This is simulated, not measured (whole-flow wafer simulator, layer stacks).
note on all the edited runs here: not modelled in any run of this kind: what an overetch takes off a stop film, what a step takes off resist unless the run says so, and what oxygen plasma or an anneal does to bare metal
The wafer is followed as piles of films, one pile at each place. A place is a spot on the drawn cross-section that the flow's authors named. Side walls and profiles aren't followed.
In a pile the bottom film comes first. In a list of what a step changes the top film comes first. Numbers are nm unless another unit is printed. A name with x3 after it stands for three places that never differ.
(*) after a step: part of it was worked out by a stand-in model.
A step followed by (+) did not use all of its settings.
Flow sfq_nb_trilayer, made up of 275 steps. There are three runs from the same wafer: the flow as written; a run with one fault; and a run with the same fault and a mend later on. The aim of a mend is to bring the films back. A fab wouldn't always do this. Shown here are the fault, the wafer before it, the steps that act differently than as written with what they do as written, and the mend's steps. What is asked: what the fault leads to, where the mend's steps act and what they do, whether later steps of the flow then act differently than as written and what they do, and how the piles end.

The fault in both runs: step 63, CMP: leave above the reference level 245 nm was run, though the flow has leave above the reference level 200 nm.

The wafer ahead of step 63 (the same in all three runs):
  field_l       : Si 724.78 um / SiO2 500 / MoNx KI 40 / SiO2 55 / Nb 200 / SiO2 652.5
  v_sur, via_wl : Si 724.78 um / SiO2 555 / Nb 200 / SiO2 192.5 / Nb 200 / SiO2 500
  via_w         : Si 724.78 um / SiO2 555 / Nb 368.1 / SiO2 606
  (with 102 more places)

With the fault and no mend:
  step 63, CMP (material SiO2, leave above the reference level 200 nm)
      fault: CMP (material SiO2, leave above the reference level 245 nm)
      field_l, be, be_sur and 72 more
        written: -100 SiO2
        fault: -55 SiO2
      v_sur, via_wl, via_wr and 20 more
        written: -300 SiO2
        fault: -255 SiO2
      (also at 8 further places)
  Later steps of the flow acting differently than as written (3 more steps, not shown, differ only slightly: by at most 2% or 0.5 nm, whichever is larger):
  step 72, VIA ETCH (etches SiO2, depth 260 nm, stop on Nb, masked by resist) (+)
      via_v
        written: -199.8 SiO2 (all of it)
        fault: -244.8 SiO2 (all of it)
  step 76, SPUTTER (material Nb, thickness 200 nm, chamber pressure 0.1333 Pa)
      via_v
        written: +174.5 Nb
        fault: +166.1 Nb
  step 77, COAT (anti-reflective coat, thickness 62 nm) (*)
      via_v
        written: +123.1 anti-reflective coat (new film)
        fault: +132.7 anti-reflective coat (new film)
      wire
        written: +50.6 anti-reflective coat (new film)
        fault: +49.3 anti-reflective coat (new film)
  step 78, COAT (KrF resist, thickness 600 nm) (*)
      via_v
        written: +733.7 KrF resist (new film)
        fault: +770.2 KrF resist (new film)
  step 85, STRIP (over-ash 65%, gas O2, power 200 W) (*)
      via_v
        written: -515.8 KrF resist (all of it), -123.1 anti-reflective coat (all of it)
        fault: -552.1 KrF resist (all of it), -132.7 anti-reflective coat (all of it)
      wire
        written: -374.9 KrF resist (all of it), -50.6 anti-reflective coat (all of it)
        fault: -371.7 KrF resist (all of it), -49.3 anti-reflective coat (all of it)
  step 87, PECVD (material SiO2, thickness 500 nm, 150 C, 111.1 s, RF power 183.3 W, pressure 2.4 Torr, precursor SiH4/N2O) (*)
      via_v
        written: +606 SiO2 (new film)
        fault: +659.4 SiO2 (new film)
  The piles end different from the flow's at v_sur, via_wl, via_w and 78 more by more than 2% or 0.5 nm, whichever is larger.
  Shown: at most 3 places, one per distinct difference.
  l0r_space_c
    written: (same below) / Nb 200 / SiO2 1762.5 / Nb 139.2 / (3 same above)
    fault: (same below) / Nb 200 / SiO2 1807.5 / Nb 139.2 / (3 same above)
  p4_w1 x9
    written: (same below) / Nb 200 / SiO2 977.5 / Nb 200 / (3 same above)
    fault: (same below) / Nb 200 / SiO2 1022.5 / Nb 200 / (3 same above)
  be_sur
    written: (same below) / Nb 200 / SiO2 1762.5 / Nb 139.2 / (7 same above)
    fault: (same below) / Nb 200 / SiO2 1807.5 / Nb 139.2 / (7 same above)

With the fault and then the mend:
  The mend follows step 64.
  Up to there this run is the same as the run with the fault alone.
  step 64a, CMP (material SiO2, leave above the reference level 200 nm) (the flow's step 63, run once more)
      field_l, v_sur, via_wl and 103 more
        -45 SiO2
  Every later step of the flow that is run acts as written at every place that is followed.
  The piles end the same as the flow's at every place that both follow.
